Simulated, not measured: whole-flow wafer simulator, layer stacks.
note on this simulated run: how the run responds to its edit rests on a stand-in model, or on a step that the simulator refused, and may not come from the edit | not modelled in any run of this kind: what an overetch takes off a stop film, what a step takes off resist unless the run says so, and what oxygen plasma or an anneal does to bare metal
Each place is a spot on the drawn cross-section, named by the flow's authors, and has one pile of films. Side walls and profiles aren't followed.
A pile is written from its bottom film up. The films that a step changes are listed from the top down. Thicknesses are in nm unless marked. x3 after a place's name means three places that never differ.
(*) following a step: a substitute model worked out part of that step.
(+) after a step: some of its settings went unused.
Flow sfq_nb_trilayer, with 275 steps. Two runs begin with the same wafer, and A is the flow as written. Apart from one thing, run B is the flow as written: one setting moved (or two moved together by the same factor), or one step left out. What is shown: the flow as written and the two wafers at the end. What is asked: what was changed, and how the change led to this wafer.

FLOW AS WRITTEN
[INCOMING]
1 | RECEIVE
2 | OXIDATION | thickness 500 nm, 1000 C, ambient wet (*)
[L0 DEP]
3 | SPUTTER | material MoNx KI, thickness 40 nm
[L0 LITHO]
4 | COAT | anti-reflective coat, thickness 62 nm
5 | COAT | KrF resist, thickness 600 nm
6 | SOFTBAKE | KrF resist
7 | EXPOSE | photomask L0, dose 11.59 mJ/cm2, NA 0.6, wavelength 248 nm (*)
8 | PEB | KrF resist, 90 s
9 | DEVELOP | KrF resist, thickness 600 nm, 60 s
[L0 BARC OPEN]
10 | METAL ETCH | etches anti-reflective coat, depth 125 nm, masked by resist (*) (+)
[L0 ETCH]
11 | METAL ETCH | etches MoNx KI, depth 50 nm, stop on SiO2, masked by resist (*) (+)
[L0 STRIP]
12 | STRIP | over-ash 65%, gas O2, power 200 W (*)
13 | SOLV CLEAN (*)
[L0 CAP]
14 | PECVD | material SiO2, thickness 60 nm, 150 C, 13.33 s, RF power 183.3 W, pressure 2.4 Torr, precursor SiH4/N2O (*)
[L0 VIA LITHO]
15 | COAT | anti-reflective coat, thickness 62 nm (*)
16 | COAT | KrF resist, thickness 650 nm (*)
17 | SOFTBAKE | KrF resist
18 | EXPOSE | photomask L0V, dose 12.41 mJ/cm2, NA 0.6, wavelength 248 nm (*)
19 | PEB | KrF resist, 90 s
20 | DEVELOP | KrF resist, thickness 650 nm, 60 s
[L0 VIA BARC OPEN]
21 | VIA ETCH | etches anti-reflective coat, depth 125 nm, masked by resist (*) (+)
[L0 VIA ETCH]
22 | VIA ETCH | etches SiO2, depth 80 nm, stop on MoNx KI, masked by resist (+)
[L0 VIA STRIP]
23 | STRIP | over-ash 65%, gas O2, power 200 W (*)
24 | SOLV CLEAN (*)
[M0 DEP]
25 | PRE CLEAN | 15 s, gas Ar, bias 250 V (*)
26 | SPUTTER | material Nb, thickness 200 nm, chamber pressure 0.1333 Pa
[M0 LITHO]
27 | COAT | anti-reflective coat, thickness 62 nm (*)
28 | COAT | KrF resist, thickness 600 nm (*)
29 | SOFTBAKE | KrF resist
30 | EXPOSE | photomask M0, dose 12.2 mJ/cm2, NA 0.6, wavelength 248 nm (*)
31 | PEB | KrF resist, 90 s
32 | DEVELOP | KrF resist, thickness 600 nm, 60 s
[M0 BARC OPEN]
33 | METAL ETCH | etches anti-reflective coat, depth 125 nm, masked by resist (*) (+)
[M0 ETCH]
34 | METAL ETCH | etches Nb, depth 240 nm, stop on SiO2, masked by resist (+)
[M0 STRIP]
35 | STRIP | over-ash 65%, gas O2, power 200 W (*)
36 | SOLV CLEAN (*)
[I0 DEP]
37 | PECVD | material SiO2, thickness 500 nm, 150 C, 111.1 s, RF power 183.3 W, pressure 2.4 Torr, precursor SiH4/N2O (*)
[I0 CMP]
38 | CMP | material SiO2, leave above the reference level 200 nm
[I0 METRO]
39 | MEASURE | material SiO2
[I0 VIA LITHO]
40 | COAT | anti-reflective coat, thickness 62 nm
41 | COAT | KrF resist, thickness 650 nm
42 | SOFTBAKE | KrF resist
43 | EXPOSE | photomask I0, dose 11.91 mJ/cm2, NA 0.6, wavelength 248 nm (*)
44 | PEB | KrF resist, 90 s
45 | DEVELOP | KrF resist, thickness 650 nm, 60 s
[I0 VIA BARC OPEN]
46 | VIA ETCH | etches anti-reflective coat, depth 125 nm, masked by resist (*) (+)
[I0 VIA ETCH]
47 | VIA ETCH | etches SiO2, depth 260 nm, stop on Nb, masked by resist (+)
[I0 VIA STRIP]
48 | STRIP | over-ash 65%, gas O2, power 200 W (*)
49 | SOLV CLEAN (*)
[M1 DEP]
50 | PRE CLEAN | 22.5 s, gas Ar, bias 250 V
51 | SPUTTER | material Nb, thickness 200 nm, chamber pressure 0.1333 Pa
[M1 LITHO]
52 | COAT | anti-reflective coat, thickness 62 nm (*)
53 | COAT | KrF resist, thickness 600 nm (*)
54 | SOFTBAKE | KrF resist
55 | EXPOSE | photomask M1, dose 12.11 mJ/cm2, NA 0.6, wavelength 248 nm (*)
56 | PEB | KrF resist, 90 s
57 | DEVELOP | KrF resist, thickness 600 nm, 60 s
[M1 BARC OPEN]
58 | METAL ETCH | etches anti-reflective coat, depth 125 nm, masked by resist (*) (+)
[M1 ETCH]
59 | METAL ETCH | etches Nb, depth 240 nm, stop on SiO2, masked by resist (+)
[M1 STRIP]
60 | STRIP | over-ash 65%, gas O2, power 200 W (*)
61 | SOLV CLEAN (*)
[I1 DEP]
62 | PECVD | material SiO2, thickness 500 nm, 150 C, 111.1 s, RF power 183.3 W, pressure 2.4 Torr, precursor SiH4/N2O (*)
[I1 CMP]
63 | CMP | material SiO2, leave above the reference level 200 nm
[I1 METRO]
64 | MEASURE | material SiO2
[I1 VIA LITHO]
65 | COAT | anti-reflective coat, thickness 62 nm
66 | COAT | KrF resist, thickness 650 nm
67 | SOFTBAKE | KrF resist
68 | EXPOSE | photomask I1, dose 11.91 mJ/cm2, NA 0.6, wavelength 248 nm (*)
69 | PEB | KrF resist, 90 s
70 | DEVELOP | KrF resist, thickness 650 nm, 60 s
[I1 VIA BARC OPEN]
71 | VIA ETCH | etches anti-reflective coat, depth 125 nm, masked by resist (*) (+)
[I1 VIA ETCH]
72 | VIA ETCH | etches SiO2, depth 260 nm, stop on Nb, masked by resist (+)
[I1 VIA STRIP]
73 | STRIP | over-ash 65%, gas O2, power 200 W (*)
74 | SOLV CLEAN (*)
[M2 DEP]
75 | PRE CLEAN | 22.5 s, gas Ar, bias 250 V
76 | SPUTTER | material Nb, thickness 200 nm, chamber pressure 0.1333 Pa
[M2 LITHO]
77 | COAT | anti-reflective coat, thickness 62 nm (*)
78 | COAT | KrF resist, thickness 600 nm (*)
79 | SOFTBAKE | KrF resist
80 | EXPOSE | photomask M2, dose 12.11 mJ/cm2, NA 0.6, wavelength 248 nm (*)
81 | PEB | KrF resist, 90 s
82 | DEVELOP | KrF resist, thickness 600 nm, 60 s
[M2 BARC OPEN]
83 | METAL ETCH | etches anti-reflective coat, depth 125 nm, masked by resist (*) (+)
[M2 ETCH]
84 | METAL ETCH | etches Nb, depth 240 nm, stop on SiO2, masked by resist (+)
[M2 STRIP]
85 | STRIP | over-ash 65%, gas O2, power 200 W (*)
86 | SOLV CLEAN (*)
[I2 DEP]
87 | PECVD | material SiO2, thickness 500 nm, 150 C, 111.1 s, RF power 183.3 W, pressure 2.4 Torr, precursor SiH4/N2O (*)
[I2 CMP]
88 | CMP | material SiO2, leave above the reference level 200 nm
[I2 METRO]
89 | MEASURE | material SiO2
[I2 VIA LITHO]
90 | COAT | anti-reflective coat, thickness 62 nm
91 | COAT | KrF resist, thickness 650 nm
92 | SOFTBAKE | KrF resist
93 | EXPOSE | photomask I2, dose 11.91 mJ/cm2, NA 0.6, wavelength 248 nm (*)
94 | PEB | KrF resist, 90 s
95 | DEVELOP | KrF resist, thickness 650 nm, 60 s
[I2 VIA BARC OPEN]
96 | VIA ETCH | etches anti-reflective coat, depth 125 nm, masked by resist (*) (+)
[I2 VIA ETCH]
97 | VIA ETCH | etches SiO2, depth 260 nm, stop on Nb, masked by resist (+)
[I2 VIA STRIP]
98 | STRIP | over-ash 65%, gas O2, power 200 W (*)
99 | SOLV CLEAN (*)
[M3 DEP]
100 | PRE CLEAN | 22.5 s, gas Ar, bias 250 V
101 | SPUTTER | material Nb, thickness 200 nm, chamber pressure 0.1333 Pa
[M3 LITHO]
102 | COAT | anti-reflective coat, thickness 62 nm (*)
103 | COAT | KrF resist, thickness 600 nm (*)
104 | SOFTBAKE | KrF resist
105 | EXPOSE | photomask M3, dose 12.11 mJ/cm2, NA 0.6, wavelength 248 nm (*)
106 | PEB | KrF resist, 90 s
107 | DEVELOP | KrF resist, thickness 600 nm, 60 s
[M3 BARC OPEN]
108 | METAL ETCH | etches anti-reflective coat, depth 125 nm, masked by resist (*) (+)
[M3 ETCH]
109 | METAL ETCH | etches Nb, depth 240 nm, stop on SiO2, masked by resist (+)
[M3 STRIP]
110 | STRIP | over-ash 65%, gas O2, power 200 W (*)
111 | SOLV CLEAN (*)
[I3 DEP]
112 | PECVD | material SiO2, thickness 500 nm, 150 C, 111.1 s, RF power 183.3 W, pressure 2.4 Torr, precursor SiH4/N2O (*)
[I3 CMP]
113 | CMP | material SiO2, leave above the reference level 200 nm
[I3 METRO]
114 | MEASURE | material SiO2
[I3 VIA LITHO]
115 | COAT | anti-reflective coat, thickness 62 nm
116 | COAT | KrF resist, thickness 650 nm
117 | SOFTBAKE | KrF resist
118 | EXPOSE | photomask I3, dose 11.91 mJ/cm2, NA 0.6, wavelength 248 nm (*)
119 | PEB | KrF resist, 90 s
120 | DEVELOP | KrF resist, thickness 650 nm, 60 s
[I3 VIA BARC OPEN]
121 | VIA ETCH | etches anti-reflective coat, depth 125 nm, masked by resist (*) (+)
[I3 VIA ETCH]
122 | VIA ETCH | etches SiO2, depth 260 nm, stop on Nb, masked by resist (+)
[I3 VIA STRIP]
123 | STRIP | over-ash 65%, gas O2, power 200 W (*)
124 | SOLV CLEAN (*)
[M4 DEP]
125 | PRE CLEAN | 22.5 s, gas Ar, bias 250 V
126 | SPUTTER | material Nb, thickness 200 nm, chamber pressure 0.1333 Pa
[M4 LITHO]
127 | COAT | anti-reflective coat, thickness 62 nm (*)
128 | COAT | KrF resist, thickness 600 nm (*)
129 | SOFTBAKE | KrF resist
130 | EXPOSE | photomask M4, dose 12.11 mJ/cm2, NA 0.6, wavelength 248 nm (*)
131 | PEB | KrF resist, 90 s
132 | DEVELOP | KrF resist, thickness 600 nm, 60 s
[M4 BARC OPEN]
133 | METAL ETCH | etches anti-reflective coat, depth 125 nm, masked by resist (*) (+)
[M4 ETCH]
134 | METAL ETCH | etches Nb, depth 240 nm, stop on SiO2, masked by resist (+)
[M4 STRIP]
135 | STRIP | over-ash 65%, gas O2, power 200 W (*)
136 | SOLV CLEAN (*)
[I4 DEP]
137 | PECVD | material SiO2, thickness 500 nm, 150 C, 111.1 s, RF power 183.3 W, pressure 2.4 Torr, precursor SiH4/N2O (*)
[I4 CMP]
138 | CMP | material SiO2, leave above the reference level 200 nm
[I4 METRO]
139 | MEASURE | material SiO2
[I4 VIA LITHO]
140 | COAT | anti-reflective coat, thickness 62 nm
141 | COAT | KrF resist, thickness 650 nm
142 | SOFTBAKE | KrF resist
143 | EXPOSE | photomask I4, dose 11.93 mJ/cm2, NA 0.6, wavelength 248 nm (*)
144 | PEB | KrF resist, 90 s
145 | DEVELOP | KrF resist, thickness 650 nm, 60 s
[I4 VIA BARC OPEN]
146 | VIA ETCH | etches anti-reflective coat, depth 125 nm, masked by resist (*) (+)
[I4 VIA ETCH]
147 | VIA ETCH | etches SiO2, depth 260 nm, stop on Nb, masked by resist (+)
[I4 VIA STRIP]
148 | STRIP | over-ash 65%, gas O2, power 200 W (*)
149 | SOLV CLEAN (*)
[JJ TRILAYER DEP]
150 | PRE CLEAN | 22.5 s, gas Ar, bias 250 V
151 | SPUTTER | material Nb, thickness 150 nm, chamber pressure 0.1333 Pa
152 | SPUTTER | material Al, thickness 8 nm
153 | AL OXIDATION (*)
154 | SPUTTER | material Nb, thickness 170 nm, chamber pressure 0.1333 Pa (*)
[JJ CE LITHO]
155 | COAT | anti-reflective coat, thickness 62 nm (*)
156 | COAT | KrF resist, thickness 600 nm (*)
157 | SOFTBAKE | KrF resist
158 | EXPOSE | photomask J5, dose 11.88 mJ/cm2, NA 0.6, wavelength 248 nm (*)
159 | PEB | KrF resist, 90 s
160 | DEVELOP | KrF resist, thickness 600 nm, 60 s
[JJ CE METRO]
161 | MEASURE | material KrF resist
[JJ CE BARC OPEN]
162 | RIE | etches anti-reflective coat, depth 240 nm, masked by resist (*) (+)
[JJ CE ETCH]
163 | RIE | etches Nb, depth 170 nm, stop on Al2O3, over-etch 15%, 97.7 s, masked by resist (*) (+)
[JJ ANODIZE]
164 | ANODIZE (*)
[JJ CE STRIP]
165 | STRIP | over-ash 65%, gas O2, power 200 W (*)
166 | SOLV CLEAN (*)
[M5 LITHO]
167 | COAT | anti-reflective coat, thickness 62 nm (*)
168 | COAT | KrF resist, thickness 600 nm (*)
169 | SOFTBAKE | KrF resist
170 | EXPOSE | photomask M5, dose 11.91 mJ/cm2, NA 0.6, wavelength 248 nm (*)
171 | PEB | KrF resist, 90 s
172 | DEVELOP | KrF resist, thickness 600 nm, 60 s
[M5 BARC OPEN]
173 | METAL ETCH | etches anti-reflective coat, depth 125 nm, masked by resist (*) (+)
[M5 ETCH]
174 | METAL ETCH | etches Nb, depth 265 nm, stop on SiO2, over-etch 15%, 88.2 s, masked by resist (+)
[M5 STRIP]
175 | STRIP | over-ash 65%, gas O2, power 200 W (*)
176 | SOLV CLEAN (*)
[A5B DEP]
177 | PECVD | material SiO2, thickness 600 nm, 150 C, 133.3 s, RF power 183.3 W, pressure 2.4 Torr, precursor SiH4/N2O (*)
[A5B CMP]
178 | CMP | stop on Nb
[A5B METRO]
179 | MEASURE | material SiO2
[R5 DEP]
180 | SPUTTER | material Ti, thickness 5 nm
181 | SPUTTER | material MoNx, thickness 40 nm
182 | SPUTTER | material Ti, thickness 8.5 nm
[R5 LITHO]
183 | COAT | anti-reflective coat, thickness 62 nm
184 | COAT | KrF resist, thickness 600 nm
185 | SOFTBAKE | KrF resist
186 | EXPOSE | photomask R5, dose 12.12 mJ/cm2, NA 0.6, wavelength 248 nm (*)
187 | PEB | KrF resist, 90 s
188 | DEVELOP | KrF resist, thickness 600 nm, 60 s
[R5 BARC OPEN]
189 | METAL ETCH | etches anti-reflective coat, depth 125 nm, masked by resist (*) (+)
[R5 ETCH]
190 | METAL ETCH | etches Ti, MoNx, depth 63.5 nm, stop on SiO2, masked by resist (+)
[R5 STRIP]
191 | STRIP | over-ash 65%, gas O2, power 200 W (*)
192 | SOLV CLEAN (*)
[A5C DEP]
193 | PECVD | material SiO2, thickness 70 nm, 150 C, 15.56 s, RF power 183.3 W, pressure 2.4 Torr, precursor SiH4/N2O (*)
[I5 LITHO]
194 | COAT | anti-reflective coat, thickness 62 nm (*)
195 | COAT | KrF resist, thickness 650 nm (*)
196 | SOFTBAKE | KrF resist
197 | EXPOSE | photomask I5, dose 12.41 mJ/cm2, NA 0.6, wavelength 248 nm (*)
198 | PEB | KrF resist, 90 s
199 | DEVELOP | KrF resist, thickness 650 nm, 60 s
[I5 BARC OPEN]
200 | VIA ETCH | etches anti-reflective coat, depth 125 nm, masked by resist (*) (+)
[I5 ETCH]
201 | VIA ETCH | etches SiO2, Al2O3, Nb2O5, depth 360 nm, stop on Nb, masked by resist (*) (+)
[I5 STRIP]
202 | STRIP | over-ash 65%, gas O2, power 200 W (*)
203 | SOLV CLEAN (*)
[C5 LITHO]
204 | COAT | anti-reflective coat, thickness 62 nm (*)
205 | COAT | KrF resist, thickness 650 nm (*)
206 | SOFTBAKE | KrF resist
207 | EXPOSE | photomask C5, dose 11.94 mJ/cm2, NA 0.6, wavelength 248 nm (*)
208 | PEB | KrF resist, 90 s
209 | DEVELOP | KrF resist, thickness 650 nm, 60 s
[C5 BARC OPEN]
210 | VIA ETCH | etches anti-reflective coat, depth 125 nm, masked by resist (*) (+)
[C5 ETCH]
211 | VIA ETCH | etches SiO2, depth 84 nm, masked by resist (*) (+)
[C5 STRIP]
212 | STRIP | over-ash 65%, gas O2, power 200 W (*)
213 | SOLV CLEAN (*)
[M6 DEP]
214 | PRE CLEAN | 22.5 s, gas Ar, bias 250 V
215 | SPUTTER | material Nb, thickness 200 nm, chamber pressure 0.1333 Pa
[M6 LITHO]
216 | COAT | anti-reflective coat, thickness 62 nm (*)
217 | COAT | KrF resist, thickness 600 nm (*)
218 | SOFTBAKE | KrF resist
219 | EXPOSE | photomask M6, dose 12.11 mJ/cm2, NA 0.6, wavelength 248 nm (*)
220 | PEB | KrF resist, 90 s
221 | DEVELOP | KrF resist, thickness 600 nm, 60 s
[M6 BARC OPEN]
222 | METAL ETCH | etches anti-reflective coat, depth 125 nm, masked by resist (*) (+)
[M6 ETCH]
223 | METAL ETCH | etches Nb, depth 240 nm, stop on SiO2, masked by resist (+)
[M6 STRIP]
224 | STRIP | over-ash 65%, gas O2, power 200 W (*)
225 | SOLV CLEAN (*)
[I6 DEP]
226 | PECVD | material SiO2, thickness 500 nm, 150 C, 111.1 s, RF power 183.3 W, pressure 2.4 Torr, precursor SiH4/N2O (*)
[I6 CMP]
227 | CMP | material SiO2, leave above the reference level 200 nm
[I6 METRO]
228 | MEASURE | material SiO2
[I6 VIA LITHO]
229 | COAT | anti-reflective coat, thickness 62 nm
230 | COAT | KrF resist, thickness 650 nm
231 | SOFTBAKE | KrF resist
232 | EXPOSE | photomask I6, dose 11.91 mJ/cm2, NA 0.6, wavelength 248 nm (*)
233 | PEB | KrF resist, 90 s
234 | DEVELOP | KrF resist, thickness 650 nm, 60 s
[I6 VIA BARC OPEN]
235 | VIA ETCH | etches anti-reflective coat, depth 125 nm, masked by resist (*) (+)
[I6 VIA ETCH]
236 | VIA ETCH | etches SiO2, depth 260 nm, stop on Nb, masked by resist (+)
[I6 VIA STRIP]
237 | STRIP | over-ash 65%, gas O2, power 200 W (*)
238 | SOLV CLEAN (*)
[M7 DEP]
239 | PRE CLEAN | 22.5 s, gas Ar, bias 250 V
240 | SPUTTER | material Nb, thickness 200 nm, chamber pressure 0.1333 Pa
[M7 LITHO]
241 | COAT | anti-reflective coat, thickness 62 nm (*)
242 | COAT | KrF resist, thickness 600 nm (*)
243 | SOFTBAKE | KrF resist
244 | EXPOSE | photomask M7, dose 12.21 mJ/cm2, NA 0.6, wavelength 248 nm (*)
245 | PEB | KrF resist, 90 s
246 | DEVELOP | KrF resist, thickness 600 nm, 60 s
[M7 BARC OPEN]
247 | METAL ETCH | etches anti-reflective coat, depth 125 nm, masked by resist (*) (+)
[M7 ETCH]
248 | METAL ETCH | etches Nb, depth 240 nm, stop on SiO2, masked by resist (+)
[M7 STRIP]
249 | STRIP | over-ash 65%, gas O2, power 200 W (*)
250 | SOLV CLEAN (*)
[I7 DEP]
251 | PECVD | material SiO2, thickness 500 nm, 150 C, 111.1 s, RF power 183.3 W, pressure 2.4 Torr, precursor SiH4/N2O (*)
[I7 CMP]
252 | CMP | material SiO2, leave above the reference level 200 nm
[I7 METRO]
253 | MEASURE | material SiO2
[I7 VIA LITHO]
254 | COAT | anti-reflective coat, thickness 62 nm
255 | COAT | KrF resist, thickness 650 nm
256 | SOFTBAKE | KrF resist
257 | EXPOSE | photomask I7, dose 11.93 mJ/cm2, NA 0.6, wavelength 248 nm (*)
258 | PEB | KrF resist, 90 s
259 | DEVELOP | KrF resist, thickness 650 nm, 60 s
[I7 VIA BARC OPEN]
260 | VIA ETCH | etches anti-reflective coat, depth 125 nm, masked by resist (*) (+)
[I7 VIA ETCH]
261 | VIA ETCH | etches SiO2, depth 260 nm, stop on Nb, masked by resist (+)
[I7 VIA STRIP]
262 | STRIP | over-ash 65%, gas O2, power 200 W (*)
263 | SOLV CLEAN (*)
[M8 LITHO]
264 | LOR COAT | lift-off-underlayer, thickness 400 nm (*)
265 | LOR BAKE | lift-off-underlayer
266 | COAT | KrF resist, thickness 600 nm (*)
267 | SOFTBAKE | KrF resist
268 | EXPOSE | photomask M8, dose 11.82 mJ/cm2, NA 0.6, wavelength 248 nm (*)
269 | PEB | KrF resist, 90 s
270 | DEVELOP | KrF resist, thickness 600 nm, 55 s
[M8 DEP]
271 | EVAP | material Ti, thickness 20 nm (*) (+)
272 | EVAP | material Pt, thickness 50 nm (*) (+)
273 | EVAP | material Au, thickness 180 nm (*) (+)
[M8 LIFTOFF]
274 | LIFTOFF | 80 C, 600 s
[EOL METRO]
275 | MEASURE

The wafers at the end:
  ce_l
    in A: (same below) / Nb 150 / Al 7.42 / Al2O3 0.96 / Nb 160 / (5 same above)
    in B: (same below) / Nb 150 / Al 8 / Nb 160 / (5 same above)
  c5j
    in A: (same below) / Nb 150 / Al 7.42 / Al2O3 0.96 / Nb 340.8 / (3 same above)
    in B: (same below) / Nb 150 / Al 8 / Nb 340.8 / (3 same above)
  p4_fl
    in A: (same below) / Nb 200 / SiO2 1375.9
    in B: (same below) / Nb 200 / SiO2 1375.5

Cause: step 153, AL OXIDATION (*), was not run.

Step by step, how the change led to this:
  163 | RIE | etches Nb, depth 170 nm, stop on Al2O3, over-etch 15%, 97.7 s, masked by resist (*) (+)
      field_l, v_sur, via_sp and 96 more: A -170 Nb (all of it), -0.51 Al2O3 | B -170 Nb (all of it)
      via_wl, via_wr: A -140.7 Nb (all of it), -0.96 Al2O3 (all of it) | B -140.8 Nb (all of it)
      (and at 1 other place as well)
  164 | ANODIZE (*)
      field_l, v_sur, via_sp and 96 more: A +12.2 Al2O3, +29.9 Nb2O5 (new film), -7.42 Al (all of it), -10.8 Nb | B +13.2 Al2O3 (new film), +29 Nb2O5 (new film), -8 Al (all of it), -10.4 Nb
      via_wl, via_wr: A +7.52 Al2O3 (new film), +39.2 Nb2O5 (new film), -4.56 Al (all of it), -14.1 Nb | B +8.48 Al2O3 (new film), +37.5 Nb2O5 (new film), -5.14 Al (all of it), -13.5 Nb
      (and at 1 other place as well)
  174 | METAL ETCH | etches Nb, depth 265 nm, stop on SiO2, over-etch 15%, 88.2 s, masked by resist (+)
      field_l, r_sur, res and 50 more: A -12.6 Al2O3 (all of it), -29.9 Nb2O5 (all of it), -139.2 Nb (all of it), -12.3 SiO2 | B -13.1 Al2O3 (all of it), -29 Nb2O5 (all of it), -139.6 Nb (all of it), -12.3 SiO2
  201 | VIA ETCH | etches SiO2, Al2O3, Nb2O5, depth 360 nm, stop on Nb, masked by resist (*) (+)
      be: A -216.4 SiO2 (all of it), -12.7 Al2O3 (all of it), -29.9 Nb2O5 (all of it) | B -216.1 SiO2 (all of it), -13.2 Al2O3 (all of it), -29 Nb2O5 (all of it)
If metal films that touch count as one body, ce_l has 4 bodies (between them, from the top down: SiO2 202.5; SiO2 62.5; SiO2 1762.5); the flow as written gives 5 bodies (between them, from the top down: SiO2 202.5; SiO2 62.5; Al2O3 0.96; SiO2 1762.5).
If metal films that touch count as one body, c5j has 3 bodies (between them, from the top down: SiO2 284.2; SiO2 1762.5); the flow as written gives 4 bodies (between them, from the top down: SiO2 284.2; Al2O3 0.96; SiO2 1762.5).
